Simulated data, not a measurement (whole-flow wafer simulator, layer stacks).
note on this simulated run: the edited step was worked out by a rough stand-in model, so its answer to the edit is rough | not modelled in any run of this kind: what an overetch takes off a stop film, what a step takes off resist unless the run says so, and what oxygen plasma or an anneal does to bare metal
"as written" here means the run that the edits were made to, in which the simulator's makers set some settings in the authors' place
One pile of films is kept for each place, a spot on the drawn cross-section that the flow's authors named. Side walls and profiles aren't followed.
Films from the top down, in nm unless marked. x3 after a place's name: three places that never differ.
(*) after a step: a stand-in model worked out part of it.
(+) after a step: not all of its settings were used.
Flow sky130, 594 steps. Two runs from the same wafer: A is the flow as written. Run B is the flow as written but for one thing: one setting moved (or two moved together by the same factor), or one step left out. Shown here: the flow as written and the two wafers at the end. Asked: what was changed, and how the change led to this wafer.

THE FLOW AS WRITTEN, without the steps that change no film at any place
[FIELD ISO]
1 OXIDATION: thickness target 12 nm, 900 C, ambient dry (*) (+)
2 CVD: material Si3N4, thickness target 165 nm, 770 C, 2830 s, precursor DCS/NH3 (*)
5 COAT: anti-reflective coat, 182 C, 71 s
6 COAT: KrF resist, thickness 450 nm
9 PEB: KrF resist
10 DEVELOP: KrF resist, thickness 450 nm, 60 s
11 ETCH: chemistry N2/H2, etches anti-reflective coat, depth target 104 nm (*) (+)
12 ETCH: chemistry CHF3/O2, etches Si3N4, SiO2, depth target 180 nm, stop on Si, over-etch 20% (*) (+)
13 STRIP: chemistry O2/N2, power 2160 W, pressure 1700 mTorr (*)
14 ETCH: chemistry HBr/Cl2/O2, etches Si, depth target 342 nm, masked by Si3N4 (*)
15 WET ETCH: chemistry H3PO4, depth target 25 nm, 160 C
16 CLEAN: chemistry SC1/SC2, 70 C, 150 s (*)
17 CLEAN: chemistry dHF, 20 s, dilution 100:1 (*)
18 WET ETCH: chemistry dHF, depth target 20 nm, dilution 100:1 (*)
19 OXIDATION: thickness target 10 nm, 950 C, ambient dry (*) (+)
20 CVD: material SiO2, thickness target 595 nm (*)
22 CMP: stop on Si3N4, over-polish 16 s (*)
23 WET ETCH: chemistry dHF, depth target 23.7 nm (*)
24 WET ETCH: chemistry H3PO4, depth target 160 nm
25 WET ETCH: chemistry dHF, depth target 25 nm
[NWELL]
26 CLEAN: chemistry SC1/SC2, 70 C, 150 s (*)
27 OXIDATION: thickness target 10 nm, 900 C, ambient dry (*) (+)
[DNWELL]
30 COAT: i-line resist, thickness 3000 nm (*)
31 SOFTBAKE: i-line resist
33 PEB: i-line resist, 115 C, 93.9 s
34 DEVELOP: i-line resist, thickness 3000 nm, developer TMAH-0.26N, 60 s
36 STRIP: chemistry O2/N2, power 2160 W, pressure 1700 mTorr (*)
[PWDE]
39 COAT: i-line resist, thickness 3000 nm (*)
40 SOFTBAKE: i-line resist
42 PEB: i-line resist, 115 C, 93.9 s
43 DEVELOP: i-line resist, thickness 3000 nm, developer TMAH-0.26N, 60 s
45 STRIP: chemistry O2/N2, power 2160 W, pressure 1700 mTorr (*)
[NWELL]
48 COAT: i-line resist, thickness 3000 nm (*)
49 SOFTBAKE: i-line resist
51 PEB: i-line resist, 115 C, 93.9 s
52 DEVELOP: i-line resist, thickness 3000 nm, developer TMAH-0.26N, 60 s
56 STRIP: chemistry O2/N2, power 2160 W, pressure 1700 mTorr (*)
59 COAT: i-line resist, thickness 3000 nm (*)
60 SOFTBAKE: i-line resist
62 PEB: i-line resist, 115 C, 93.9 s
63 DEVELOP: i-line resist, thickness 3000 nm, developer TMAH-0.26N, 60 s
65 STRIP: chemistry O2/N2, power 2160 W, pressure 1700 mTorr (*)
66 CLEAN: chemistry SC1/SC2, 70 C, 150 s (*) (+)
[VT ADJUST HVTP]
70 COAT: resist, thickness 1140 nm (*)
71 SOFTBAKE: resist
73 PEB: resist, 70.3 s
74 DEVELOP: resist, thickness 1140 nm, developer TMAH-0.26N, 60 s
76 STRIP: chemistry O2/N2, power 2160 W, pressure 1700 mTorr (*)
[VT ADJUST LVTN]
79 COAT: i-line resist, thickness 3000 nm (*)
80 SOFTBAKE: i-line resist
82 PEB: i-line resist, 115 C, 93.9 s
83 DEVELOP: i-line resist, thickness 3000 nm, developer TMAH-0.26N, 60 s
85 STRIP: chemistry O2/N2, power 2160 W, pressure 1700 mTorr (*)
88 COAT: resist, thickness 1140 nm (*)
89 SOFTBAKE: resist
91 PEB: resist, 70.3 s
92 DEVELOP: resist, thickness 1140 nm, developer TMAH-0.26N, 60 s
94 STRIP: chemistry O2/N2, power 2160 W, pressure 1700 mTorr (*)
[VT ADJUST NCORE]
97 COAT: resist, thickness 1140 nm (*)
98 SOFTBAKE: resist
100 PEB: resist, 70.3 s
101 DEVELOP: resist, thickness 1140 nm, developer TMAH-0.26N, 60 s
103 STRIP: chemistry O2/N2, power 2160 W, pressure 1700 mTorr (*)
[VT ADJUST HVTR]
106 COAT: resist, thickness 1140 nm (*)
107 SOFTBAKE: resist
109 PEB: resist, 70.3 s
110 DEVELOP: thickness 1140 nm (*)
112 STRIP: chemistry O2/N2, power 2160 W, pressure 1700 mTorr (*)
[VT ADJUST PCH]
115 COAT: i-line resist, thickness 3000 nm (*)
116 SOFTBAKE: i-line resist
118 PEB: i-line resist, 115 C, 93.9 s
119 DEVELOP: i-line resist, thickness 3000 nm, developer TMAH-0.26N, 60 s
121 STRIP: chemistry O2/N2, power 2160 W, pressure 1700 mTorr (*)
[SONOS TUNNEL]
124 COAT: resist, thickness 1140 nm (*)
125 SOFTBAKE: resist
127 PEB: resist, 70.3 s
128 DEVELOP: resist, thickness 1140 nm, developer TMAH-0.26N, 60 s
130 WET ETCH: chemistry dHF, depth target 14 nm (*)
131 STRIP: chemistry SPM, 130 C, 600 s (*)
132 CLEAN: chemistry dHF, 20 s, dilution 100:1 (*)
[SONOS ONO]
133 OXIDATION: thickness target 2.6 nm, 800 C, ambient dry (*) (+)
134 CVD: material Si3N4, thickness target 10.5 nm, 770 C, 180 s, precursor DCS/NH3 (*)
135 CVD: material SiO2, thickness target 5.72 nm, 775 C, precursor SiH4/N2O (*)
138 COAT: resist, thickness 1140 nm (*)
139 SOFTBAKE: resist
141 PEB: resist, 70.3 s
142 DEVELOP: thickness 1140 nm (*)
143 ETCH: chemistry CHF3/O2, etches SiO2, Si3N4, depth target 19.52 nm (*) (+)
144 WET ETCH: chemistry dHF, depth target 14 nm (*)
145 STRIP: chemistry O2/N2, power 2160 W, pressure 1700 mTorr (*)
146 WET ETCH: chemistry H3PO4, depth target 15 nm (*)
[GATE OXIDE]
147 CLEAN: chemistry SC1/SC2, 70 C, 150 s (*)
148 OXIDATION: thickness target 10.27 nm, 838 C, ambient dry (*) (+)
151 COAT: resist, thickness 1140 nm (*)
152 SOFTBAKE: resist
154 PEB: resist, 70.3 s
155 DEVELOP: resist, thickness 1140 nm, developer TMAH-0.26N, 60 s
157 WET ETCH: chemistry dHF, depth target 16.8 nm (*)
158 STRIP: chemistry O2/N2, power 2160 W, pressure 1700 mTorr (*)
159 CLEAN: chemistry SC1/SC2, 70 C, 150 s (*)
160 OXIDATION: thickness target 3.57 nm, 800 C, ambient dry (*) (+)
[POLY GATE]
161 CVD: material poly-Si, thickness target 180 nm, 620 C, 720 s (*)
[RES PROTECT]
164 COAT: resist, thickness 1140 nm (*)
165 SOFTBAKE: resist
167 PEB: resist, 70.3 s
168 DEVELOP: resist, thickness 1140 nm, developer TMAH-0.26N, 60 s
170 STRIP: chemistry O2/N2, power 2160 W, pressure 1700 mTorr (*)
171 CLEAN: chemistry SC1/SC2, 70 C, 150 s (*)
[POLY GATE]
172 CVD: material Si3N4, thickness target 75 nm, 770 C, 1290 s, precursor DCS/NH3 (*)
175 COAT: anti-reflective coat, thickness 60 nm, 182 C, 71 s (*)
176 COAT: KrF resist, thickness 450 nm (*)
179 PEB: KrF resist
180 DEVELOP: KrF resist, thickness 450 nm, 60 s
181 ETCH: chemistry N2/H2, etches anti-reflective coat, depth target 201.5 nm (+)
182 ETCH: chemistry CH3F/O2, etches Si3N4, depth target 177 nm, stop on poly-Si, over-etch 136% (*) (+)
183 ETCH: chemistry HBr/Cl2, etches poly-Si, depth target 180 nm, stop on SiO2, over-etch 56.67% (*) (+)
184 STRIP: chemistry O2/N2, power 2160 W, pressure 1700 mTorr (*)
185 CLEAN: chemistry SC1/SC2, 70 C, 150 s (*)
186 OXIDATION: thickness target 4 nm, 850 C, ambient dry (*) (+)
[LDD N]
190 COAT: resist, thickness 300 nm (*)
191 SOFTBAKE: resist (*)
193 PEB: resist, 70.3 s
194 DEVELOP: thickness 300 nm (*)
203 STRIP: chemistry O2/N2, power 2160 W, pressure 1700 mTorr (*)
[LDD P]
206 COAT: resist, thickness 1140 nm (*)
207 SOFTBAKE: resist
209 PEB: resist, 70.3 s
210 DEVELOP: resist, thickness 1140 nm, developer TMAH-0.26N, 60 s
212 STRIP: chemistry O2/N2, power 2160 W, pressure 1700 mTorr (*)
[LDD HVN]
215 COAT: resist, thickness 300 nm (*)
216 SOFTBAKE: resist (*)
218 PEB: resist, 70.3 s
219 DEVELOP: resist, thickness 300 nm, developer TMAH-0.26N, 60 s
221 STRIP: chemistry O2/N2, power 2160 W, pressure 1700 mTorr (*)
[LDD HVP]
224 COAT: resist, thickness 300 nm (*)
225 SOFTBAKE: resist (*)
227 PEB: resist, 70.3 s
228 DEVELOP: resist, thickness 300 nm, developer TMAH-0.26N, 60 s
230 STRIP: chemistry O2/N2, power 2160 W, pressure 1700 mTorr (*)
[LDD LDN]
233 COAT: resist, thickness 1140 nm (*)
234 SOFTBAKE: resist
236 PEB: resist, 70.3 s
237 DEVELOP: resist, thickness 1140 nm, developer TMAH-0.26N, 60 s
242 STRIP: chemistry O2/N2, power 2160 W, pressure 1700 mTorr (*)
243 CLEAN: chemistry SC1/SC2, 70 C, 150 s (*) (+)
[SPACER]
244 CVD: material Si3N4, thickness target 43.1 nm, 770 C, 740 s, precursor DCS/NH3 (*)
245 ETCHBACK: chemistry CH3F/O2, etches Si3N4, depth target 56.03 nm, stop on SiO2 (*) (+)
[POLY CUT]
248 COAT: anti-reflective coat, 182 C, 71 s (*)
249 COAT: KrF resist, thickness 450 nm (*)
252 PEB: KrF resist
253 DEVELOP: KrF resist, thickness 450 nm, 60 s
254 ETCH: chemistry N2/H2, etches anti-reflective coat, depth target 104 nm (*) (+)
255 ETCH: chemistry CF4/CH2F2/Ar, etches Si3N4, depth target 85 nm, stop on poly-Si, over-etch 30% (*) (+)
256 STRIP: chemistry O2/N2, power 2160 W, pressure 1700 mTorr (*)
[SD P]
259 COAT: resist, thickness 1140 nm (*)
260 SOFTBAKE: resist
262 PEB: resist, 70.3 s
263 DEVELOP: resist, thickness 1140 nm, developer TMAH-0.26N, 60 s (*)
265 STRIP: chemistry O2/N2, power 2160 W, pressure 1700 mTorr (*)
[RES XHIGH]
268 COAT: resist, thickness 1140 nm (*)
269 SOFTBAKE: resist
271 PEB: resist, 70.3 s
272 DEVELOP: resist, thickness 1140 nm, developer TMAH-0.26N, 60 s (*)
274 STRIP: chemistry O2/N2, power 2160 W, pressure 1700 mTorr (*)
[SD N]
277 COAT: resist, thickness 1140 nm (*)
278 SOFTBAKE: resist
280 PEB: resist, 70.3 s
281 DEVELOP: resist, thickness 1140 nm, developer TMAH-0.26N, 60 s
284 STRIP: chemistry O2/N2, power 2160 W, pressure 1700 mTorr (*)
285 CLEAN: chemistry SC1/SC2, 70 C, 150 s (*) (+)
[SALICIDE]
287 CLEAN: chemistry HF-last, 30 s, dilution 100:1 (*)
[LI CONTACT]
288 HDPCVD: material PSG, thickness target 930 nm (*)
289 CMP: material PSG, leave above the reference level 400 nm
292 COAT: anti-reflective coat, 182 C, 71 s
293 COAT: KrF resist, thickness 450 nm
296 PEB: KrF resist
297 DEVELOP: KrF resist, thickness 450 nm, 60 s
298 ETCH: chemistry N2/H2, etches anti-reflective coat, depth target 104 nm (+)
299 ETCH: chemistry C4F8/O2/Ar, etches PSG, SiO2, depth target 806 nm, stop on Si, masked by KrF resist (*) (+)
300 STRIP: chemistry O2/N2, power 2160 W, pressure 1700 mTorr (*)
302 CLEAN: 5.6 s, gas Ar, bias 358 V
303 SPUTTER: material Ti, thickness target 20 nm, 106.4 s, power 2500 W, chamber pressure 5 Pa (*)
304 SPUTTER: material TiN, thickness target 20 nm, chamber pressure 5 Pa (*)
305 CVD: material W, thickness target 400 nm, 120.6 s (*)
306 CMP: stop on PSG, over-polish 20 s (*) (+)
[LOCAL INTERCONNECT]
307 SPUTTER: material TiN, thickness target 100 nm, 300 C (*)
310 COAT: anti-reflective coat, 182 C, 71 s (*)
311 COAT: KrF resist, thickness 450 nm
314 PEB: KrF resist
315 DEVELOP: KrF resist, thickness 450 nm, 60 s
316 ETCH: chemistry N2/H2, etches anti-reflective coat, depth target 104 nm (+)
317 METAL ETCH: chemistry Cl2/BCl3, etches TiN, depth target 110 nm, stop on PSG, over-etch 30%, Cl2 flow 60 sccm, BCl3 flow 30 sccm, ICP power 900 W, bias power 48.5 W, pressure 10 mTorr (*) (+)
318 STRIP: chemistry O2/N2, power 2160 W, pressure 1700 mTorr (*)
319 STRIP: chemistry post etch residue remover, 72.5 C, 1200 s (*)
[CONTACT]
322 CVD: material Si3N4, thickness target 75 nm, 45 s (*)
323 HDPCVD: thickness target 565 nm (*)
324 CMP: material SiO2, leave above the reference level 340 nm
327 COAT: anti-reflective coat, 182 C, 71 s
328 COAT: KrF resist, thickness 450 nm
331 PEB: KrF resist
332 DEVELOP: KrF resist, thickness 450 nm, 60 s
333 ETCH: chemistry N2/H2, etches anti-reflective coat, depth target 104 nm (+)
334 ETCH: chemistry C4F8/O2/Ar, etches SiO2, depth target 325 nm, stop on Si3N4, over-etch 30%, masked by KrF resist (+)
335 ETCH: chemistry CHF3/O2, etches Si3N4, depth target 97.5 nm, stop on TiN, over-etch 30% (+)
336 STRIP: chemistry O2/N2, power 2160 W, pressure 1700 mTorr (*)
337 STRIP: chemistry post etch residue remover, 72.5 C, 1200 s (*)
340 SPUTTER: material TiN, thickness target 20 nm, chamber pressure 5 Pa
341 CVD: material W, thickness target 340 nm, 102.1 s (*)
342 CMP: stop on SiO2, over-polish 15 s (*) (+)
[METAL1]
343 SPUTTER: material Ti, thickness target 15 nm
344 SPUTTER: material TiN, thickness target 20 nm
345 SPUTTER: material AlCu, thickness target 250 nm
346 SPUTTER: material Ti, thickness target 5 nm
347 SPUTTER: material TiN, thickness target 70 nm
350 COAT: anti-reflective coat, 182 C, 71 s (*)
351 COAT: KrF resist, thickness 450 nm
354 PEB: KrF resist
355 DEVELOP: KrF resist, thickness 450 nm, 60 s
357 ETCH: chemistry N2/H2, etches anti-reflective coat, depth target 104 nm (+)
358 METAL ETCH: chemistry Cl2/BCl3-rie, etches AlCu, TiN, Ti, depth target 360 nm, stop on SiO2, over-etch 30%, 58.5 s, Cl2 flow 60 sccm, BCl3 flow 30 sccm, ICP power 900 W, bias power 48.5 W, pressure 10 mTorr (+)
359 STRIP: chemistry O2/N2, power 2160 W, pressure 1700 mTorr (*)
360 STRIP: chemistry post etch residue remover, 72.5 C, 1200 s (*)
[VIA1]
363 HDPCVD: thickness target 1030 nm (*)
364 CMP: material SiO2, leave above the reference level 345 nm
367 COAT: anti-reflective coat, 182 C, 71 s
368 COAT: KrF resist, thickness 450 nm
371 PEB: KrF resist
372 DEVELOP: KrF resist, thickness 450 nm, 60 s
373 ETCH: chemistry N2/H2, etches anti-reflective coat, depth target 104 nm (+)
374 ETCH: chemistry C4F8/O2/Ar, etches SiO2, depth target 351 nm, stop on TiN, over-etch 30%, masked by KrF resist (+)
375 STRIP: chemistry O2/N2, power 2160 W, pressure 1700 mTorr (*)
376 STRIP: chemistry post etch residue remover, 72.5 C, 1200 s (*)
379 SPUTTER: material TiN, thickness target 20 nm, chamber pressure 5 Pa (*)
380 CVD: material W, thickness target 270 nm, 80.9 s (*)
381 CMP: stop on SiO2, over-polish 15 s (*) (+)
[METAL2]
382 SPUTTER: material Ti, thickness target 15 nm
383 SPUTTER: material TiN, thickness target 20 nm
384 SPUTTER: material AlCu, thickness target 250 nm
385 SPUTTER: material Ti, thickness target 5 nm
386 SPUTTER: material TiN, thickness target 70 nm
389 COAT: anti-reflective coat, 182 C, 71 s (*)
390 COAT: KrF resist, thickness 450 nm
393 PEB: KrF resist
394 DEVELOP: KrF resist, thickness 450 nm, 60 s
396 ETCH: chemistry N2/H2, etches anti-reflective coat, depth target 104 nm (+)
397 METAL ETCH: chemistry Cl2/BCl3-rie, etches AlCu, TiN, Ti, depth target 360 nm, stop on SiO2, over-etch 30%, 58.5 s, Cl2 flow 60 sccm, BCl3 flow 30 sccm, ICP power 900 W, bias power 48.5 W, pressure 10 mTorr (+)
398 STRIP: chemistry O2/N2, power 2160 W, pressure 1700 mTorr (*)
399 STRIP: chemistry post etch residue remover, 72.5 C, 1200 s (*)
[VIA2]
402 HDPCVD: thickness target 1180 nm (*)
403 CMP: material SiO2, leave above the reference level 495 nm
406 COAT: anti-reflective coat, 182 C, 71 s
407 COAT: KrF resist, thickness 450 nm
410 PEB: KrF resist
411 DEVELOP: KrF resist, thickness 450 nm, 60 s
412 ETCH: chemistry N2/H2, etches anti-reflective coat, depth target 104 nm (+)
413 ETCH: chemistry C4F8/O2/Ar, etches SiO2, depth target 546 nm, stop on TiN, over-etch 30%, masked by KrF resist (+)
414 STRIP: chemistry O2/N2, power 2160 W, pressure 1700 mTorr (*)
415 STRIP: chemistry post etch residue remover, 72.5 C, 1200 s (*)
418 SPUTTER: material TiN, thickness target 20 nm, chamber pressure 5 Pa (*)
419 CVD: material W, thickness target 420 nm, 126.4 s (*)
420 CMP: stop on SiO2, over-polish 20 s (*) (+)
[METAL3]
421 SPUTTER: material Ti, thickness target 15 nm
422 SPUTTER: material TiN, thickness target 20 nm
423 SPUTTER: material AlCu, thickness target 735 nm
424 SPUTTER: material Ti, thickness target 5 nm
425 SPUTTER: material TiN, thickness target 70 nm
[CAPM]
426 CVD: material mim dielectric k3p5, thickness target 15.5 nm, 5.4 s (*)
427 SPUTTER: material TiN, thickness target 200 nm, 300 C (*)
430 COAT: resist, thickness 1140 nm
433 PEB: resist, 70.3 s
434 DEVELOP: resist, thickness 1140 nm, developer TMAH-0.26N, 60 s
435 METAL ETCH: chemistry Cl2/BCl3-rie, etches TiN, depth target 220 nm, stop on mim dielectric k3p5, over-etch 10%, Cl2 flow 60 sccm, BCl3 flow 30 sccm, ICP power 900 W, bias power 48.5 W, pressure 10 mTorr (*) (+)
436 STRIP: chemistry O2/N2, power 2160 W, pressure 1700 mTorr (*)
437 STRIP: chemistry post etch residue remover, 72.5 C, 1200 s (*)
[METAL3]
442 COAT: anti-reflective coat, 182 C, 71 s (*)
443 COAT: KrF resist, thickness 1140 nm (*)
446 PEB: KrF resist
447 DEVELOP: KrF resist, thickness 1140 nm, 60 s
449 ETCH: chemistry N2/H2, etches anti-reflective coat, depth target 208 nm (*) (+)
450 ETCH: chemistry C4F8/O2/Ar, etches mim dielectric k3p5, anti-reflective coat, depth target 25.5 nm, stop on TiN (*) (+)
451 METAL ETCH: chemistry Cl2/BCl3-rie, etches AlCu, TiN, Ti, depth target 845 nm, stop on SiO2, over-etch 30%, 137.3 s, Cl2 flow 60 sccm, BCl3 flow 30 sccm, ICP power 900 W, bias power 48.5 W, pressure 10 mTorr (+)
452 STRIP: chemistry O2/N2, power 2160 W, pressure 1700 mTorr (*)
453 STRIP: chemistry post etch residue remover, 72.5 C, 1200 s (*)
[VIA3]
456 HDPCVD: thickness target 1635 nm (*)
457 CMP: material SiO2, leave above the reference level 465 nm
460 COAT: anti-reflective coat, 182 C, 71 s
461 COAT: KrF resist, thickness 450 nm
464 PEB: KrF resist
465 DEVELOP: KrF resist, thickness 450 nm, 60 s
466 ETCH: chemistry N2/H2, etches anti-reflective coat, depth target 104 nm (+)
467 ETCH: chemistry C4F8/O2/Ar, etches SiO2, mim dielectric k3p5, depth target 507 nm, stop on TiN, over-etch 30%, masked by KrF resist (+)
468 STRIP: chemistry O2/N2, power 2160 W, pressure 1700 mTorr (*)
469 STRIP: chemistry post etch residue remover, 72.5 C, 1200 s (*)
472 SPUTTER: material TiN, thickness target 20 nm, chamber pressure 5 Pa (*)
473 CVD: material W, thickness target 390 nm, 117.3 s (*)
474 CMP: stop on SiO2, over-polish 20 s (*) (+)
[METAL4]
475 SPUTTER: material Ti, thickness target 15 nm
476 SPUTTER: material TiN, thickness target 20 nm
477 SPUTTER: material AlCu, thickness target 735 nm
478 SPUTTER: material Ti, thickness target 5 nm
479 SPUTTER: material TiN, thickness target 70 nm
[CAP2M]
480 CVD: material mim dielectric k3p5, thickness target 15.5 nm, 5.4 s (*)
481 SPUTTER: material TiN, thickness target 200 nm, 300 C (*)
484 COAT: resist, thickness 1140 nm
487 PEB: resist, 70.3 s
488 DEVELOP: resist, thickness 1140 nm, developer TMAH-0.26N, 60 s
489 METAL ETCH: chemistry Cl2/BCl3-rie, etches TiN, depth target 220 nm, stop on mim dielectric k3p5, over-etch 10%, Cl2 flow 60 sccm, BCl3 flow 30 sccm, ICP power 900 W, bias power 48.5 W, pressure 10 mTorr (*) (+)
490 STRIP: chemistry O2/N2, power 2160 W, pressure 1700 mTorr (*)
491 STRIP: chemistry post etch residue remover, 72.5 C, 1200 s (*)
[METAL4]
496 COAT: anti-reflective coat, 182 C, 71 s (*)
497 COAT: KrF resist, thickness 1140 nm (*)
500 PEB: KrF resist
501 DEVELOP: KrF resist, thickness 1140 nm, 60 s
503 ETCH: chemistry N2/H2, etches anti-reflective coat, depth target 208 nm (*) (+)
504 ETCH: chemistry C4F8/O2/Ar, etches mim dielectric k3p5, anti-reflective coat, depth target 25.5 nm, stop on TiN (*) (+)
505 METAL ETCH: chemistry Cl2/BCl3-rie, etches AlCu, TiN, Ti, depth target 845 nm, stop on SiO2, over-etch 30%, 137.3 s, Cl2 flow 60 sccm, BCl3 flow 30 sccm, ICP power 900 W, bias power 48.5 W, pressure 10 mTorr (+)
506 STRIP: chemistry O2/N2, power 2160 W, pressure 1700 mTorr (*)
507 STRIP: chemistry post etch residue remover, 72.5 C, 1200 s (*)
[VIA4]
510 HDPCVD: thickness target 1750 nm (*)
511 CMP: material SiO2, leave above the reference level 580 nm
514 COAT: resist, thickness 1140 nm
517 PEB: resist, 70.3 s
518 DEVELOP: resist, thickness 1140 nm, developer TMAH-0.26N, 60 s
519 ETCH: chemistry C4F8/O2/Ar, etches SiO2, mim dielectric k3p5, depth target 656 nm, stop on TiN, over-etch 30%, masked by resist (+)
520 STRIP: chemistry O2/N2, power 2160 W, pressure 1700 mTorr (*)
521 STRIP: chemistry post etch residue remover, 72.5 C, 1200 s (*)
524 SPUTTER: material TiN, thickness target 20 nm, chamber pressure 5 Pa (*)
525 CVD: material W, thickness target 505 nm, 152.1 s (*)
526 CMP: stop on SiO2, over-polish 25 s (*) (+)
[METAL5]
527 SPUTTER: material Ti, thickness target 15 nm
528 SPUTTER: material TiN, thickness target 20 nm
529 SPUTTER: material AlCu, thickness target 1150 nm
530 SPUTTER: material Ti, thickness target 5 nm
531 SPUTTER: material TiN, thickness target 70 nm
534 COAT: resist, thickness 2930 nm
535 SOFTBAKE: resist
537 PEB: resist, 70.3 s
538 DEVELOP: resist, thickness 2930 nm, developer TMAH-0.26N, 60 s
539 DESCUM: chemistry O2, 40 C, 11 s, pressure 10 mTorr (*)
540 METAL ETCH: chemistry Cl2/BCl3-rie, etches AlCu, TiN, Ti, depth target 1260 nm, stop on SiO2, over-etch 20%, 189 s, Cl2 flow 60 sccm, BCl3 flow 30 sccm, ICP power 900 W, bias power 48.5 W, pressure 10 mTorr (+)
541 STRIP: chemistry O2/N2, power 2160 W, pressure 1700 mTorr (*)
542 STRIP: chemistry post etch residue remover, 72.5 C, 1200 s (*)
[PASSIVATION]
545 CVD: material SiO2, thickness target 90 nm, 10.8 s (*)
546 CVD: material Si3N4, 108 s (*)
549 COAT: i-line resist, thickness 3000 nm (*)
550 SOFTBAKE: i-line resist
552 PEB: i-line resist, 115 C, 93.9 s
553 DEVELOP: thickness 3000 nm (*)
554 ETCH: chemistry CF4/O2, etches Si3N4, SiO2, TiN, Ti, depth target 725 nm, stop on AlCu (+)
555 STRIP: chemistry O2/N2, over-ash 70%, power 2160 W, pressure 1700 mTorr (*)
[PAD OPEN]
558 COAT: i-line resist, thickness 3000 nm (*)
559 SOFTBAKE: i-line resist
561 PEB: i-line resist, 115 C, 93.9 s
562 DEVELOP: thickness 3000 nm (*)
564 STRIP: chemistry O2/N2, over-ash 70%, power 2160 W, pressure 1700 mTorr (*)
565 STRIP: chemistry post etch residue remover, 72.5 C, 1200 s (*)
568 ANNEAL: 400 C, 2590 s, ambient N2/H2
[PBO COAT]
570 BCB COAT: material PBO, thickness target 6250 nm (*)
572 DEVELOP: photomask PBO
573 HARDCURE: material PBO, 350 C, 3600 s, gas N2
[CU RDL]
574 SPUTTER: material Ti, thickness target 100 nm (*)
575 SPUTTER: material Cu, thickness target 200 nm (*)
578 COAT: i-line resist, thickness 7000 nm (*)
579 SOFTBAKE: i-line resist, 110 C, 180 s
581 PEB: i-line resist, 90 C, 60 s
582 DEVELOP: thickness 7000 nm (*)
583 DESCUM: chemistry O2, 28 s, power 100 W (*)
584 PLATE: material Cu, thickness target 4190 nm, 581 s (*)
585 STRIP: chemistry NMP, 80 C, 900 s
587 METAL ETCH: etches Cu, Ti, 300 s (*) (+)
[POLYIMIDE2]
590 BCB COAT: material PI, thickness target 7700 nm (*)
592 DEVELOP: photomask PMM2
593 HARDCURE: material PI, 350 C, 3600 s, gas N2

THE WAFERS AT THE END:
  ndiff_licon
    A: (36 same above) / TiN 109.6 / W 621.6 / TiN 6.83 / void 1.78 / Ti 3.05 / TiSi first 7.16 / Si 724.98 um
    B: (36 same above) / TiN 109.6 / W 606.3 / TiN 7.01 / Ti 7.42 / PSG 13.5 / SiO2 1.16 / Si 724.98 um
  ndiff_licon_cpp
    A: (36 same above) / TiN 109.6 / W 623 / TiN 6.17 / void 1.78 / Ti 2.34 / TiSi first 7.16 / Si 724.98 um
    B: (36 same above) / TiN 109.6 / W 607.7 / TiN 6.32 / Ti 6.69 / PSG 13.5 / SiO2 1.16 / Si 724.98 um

The cause: step 299, ETCH: depth target 625 nm was run, where the flow has depth target 806 nm.

How the change led to this, step by step:
  299 ETCH: chemistry C4F8/O2/Ar, etches PSG, SiO2, depth target 806 nm, stop on Si, masked by KrF resist (*) (+)
      contact, ndiff_licon, ndiff_licon_cpp: A PSG -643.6 (all of it), SiO2 -1.16 (all of it) | B PSG -625
      field, active, n_well and 184 more: A KrF resist -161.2 | B KrF resist -125
  300 STRIP: chemistry O2/N2, power 2160 W, pressure 1700 mTorr (*)
      contact, ndiff_licon, ndiff_licon_cpp: A chemical SiO2 +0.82 (new film), Si -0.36 | B nothing
      field, active, n_well and 184 more: A KrF resist -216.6 (all of it), anti-reflective coat -80 (all of it) | B KrF resist -252.8 (all of it), anti-reflective coat -80 (all of it)
  302 CLEAN: 5.6 s, gas Ar, bias 358 V
      contact, ndiff_licon, ndiff_licon_cpp: A chemical SiO2 -0.82 (all of it) | B PSG -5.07
  568 ANNEAL: 400 C, 2590 s, ambient N2/H2
      ndiff_licon, ndiff_licon_cpp: A under 37 films: void +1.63 (new film), Ti -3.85, TiSi first +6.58 (new film), Si -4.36 | B nothing
Counting metal films that touch as one body, ndiff_licon has 5 bodies (between them, from the top down: SiO2 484 / mim dielectric k3p5 15.5; SiO2 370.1 / mim dielectric k3p5 15.5; SiO2 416; SiO2 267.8); the flow as written gives 6 bodies (between them, from the top down: SiO2 484 / mim dielectric k3p5 15.5; SiO2 370.1 / mim dielectric k3p5 15.5; SiO2 416; SiO2 267.8; void 1.78).
Counting metal films that touch as one body, ndiff_licon_cpp has 5 bodies (between them, from the top down: SiO2 484 / mim dielectric k3p5 15.5; SiO2 370.1 / mim dielectric k3p5 15.5; SiO2 416; SiO2 267.8); the flow as written gives 6 bodies (between them, from the top down: SiO2 484 / mim dielectric k3p5 15.5; SiO2 370.1 / mim dielectric k3p5 15.5; SiO2 416; SiO2 267.8; void 1.78).
